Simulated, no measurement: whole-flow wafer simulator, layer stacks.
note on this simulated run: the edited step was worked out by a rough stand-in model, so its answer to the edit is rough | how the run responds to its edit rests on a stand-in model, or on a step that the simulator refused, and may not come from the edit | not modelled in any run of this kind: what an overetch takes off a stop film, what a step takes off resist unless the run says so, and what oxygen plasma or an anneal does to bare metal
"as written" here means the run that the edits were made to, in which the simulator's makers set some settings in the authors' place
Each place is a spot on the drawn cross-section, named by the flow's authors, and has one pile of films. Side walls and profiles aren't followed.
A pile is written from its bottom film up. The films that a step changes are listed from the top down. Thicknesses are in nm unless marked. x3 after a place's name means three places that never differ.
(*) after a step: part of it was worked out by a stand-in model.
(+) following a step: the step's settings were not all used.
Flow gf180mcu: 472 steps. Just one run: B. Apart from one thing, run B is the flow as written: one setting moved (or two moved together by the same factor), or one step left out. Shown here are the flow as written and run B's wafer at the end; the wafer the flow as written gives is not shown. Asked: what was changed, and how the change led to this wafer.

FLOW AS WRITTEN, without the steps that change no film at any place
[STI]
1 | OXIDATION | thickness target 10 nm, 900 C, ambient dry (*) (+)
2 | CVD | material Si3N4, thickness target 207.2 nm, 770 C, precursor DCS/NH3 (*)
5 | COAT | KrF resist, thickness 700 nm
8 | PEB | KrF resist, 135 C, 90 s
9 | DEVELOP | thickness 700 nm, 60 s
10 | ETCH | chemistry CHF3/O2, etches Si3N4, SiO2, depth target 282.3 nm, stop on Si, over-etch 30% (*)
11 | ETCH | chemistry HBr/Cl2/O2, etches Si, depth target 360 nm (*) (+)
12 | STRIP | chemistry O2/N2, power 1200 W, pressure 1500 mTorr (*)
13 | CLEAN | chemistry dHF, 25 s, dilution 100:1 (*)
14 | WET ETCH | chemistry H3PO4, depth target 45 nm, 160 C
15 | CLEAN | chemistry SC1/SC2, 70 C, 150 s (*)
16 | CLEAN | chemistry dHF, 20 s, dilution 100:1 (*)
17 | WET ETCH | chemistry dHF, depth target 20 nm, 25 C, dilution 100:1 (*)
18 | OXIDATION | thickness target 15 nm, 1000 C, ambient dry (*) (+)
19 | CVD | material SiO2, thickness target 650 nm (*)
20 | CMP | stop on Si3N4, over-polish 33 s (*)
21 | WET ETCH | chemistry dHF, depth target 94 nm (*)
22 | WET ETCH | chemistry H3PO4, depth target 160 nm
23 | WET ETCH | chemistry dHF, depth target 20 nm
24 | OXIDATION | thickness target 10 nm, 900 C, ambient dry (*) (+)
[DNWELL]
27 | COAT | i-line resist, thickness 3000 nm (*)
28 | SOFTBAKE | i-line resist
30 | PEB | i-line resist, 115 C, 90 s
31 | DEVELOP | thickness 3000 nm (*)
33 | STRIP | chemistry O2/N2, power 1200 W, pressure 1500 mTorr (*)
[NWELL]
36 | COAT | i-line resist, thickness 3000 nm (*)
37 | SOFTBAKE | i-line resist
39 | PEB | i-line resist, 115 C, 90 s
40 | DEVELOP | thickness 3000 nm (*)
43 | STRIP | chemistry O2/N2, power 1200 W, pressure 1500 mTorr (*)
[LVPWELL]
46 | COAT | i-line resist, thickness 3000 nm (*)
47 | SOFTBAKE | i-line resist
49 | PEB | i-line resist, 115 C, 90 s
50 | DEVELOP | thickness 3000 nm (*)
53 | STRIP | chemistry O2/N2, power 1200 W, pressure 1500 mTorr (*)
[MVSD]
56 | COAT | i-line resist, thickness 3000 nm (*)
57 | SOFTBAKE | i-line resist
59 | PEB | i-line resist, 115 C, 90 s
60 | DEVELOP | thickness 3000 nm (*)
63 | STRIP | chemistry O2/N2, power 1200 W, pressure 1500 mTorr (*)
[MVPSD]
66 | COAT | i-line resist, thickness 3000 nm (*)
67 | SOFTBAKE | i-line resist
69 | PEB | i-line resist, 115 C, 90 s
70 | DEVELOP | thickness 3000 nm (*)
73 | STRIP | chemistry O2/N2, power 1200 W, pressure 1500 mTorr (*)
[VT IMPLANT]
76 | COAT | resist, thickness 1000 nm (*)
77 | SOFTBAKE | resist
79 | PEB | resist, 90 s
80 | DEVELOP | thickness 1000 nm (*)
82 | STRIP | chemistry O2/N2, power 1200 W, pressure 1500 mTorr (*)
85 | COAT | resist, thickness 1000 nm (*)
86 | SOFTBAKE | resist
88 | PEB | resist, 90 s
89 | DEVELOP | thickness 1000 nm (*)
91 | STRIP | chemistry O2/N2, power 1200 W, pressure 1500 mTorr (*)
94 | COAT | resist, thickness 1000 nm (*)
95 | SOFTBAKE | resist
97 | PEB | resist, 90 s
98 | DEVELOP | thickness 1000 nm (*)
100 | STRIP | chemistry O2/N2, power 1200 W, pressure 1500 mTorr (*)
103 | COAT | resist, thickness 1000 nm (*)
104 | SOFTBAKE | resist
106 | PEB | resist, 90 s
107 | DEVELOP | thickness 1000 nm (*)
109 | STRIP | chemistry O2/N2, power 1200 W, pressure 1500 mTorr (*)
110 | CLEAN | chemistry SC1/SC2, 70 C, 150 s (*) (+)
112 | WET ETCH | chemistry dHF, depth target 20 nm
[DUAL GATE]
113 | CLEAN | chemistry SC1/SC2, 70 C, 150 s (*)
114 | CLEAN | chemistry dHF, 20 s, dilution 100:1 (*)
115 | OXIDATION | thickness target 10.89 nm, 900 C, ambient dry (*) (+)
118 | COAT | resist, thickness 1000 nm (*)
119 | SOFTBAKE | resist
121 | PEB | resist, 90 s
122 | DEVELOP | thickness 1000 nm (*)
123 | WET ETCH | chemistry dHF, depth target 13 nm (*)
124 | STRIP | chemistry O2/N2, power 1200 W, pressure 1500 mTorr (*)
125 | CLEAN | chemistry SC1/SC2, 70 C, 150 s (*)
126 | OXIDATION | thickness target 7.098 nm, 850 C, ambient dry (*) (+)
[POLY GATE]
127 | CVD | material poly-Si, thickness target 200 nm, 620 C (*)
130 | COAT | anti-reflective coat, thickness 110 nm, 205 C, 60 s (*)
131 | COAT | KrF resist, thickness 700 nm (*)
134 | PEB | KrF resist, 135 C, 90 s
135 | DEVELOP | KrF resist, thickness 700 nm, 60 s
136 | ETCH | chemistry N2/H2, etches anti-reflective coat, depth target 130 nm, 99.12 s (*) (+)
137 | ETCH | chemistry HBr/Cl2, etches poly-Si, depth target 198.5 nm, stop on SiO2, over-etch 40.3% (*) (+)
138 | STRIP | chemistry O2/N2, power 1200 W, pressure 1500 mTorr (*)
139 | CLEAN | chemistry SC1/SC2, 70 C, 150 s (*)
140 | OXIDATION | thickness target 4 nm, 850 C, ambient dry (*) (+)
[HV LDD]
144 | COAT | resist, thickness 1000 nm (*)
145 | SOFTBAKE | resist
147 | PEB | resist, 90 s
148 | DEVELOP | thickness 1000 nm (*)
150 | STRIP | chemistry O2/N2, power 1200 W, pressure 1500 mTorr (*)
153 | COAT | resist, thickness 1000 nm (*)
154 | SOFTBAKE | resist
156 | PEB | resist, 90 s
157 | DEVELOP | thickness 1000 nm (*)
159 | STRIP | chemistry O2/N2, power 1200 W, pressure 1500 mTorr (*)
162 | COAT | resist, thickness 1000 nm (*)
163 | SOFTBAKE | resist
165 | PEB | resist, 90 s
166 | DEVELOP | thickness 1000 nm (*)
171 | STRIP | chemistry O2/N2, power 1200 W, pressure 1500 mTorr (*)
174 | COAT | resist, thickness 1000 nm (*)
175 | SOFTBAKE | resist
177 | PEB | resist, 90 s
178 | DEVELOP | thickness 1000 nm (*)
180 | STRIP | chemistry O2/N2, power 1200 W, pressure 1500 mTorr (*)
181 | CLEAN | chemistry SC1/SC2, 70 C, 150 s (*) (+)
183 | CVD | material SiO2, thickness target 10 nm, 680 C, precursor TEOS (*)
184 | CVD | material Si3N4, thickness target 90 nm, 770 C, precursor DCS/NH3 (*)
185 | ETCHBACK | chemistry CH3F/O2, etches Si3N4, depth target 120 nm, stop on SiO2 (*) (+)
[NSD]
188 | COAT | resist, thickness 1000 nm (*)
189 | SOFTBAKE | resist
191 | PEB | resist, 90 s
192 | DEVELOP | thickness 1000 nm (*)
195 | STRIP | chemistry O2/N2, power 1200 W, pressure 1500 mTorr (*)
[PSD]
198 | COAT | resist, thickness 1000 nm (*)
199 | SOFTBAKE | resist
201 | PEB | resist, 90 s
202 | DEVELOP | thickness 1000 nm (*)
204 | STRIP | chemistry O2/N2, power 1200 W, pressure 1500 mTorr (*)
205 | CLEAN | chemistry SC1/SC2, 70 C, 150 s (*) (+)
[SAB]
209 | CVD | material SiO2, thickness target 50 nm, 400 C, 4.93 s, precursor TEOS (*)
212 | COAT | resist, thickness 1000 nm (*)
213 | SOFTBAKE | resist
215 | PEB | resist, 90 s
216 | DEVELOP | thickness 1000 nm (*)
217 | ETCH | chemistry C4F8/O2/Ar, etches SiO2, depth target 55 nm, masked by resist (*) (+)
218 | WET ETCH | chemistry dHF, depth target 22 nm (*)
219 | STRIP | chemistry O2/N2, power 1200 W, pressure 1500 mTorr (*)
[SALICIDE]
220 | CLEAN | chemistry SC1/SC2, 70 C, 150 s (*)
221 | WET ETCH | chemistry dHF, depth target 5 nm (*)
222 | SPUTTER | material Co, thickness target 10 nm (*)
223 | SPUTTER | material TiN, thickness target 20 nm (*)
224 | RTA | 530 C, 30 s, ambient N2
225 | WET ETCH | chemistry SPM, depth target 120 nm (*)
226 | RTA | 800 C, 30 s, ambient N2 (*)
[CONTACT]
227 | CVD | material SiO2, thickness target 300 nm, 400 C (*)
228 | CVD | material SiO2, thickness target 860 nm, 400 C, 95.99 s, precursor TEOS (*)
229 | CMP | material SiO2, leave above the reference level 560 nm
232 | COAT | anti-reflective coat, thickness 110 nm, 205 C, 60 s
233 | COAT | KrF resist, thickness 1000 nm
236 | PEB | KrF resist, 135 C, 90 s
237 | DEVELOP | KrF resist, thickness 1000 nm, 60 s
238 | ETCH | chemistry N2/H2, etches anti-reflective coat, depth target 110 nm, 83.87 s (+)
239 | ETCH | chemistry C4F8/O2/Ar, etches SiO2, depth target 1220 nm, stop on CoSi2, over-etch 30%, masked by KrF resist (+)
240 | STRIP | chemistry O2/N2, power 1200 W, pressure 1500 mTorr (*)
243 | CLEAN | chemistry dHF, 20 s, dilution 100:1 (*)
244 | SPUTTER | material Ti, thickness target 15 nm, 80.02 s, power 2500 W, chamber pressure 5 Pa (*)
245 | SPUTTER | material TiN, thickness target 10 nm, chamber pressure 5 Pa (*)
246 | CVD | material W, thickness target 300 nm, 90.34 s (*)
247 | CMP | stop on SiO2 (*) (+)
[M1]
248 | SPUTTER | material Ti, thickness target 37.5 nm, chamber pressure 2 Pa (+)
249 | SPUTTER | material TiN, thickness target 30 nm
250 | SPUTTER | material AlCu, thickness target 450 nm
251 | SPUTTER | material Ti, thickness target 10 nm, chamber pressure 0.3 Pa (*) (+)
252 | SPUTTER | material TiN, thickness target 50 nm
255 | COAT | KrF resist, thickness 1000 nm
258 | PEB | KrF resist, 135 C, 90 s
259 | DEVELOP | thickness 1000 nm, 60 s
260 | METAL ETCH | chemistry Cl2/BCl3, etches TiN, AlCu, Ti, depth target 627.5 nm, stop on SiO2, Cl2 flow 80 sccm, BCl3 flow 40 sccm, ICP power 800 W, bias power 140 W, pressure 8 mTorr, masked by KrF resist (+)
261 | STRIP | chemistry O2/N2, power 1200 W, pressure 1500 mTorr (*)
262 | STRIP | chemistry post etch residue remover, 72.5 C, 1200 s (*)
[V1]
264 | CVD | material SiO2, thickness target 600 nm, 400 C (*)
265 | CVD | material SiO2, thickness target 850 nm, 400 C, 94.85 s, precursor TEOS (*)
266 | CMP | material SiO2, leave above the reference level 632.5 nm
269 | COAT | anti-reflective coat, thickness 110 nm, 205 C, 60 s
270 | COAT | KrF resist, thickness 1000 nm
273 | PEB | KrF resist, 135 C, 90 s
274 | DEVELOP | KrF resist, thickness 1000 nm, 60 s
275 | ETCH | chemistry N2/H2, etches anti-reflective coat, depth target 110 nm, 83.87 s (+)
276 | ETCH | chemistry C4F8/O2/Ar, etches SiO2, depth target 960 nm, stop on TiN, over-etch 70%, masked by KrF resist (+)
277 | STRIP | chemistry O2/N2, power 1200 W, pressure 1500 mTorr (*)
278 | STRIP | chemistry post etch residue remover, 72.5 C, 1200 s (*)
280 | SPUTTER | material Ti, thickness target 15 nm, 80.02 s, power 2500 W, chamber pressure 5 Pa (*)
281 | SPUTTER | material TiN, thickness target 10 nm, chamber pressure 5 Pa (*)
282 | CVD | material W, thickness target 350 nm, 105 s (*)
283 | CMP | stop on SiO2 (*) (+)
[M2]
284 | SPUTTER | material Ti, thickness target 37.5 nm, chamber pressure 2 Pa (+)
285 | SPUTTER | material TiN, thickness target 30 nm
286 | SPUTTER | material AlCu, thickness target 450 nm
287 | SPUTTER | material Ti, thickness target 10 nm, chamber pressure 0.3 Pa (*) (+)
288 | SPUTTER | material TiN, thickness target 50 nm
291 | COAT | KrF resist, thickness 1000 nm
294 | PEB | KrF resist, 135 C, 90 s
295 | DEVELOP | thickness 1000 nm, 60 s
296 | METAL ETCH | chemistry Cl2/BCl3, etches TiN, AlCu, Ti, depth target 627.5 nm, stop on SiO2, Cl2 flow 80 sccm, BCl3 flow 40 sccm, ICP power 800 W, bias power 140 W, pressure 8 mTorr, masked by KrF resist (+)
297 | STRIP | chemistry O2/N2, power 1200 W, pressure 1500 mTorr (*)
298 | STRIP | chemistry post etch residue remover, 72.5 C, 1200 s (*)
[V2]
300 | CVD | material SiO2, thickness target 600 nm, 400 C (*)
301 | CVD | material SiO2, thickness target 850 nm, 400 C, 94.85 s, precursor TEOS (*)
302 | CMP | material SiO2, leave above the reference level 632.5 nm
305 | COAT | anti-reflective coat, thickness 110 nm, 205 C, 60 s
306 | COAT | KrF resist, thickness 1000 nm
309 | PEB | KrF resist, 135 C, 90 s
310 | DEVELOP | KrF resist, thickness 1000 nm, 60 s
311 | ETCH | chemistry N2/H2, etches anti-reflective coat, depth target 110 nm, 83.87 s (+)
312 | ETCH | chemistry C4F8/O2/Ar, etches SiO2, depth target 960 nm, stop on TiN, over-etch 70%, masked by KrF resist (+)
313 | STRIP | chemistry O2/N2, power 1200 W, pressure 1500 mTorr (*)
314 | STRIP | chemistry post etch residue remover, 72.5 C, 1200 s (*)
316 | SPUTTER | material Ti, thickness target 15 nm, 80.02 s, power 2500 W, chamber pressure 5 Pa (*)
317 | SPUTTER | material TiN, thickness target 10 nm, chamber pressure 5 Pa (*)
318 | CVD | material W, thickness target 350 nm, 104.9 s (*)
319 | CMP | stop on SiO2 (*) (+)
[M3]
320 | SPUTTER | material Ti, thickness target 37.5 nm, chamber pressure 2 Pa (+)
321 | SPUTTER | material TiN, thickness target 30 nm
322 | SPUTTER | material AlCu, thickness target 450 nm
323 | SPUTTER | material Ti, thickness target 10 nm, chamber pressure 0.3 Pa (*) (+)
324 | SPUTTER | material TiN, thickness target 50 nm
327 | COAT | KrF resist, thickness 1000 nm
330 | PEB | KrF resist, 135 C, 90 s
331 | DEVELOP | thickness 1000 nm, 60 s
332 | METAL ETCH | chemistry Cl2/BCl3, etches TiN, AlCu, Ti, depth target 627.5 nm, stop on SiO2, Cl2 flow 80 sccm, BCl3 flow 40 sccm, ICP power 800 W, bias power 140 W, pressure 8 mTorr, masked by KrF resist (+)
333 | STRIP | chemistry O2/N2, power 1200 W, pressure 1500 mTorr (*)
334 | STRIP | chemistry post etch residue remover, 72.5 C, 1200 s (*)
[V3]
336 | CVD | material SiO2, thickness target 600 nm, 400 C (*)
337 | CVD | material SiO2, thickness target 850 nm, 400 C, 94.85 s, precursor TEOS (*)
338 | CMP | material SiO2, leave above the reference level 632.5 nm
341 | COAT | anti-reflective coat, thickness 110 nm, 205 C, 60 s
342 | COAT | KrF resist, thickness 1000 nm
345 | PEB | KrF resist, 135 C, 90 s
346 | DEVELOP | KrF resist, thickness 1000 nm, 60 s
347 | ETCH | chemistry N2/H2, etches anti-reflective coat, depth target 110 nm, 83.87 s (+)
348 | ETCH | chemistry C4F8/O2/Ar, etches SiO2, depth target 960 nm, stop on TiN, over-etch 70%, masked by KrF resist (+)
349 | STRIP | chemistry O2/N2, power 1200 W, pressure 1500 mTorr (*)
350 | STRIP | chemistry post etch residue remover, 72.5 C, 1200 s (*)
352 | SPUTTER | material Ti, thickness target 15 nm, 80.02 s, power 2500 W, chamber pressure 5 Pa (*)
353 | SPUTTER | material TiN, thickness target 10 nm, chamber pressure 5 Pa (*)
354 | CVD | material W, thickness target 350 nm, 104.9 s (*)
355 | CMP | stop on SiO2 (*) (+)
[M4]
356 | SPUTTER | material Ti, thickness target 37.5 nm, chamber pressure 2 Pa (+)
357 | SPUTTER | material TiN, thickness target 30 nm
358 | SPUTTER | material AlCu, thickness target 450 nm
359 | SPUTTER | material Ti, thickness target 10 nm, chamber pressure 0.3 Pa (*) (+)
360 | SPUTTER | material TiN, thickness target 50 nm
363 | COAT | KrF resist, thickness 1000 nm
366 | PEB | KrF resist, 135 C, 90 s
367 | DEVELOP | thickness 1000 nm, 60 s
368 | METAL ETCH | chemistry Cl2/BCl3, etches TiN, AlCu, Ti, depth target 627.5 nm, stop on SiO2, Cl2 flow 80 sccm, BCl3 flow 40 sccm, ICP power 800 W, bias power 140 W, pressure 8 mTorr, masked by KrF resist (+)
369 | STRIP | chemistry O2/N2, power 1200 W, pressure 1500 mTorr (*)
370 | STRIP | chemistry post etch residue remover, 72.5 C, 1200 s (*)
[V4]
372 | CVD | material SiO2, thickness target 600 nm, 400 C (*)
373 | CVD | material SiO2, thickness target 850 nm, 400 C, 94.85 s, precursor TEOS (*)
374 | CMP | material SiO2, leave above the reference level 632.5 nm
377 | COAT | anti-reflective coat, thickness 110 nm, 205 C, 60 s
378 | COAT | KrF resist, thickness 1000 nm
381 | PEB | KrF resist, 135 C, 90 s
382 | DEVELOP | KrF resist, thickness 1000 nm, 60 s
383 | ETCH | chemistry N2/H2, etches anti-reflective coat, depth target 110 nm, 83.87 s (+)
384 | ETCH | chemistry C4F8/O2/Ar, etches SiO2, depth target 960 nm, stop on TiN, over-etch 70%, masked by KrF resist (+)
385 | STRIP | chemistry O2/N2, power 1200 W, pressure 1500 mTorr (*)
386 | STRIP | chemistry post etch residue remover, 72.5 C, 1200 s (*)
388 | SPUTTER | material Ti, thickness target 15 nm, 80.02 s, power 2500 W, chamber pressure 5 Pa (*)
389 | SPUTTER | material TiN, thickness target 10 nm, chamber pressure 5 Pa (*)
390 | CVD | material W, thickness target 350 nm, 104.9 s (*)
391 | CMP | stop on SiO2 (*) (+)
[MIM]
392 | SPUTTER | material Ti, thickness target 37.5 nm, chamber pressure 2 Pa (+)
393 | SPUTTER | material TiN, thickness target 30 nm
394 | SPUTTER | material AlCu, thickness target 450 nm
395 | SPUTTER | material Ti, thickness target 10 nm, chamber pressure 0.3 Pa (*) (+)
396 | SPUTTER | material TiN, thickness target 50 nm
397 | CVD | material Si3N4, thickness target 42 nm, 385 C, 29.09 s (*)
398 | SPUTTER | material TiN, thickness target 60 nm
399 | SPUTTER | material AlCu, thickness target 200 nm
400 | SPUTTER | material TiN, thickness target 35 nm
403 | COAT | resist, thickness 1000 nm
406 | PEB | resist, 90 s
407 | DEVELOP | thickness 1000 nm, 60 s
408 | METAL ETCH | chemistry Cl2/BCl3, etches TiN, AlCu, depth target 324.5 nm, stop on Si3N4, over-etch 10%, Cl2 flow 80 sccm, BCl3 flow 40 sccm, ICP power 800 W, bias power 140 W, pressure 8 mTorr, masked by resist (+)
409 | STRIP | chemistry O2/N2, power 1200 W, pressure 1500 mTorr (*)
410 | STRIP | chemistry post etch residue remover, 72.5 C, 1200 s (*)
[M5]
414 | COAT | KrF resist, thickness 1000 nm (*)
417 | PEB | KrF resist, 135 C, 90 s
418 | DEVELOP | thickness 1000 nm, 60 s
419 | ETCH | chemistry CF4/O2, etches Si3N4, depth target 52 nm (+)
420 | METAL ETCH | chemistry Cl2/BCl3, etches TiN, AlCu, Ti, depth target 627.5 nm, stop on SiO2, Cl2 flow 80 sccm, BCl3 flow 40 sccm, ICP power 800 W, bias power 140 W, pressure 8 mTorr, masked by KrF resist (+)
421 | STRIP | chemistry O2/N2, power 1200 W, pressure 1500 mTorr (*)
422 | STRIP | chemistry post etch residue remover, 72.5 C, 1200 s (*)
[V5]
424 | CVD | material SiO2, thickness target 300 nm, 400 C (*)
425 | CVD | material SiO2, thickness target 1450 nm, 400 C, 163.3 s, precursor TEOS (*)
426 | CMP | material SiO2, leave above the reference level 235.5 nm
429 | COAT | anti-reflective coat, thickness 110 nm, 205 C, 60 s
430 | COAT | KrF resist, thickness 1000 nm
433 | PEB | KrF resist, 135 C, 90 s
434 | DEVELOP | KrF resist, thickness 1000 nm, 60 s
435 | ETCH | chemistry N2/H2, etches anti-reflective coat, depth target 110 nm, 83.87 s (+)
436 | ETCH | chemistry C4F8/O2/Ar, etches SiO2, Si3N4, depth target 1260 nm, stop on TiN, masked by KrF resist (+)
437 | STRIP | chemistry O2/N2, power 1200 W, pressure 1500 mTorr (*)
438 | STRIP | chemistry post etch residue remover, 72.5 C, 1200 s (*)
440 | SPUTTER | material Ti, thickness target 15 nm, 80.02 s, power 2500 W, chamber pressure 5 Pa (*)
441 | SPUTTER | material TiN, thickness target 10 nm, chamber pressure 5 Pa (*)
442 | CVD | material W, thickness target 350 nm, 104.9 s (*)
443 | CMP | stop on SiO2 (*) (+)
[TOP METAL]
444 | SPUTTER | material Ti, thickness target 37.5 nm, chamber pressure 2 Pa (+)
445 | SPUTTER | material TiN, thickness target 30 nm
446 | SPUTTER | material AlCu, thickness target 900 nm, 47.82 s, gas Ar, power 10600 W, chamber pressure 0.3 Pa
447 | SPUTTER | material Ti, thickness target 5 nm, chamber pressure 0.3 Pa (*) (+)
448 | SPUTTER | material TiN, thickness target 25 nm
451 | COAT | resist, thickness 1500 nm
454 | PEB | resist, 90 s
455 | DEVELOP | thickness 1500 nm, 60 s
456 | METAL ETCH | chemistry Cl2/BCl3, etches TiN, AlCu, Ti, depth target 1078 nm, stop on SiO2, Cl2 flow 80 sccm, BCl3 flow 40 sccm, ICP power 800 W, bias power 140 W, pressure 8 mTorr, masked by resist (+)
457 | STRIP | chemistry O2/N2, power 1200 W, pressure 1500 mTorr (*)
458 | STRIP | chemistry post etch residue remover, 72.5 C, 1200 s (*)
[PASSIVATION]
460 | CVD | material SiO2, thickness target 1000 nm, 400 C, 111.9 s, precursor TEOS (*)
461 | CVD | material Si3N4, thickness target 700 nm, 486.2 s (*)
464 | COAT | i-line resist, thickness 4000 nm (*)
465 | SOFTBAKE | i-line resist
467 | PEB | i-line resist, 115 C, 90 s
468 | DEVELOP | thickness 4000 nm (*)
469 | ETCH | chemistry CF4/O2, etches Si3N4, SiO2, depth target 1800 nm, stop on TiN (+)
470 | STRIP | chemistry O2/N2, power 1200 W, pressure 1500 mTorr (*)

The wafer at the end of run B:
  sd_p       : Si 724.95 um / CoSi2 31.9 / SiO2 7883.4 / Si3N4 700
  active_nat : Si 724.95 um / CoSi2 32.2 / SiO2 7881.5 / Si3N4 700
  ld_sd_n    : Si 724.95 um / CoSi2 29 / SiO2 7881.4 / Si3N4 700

The reason: step 185, ETCHBACK: depth target 140 nm was run, whereas the flow has depth target 120 nm.

How this came from the change, step by step:
  185 | ETCHBACK | chemistry CH3F/O2, etches Si3N4, depth target 120 nm, stop on SiO2 (*) (+)
      field, field__w1, field__w2 and 100 more: Si3N4 loses 90 (all of it), SiO2 loses 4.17 (as written it would have been: Si3N4 loses 90 (all of it), SiO2 loses 2.5)
  189 | SOFTBAKE | resist
      field: nothing (as written it would have been: resist gains 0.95)
      nw_enc_fld: resist gains 1.7 (as written it would have been: resist gains 1.02)
  199 | SOFTBAKE | resist
      field: nothing (as written it would have been: resist gains 0.95)
      nw_enc_fld: resist gains 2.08 (as written it would have been: resist gains 1.34)
  218 | WET ETCH | chemistry dHF, depth target 22 nm (*)
      gate, gate_hv, gate_p and 23 more: SiO2 loses 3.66 (all of it) (as written it would have been: SiO2 loses 5.48 (all of it))
      active, p_well, sd_n, iso_ptap_pw, iso_ntap_nw, iso_ptap_sub, vpnp_e: SiO2 loses 7.19 (all of it) (as written it would have been: SiO2 loses 9.01 (all of it))
      (and at 16 other places as well)
  223 | SPUTTER | material TiN, thickness target 20 nm (*)
      field__w2: TiN gains 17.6 (new film) (as written it would have been: TiN gains 17 (new film))
      field__w3: TiN gains 16.4 (new film) (as written it would have been: TiN gains 15.7 (new film))
      (and at 1 other place as well)
  224 | RTA | 530 C, 30 s, ambient N2
      ld_drn_p: under 1 film: CoSi gains 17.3 (new film), Co loses 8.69 (all of it), Si loses 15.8 (as written it would have been: under 1 film: CoSi gains 16.7 (new film), Co loses 8.4 (all of it), Si loses 15.2)
  225 | WET ETCH | chemistry SPM, depth target 120 nm (*)
      field__w2: TiN loses 17.6 (all of it), Co loses 8.93 (all of it) (as written it would have been: TiN loses 17 (all of it), Co loses 8.65 (all of it))
      field__w3: TiN loses 16.4 (all of it), Co loses 8.37 (all of it) (as written it would have been: TiN loses 15.7 (all of it), Co loses 8.06 (all of it))
      (and at 1 other place as well)
  226 | RTA | 800 C, 30 s, ambient N2 (*)
      ld_sd_n: CoSi2 gains 29 (new film), CoSi loses 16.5 (all of it), Si loses 15.1 (as written it would have been: CoSi2 gains 28.3 (new film), CoSi loses 16.1 (all of it), Si loses 14.7)
      ld_drn_p: CoSi2 gains 30.4 (new film), CoSi loses 17.3 (all of it), Si loses 15.8 (as written it would have been: CoSi2 gains 29.4 (new film), CoSi loses 16.7 (all of it), Si loses 15.2)
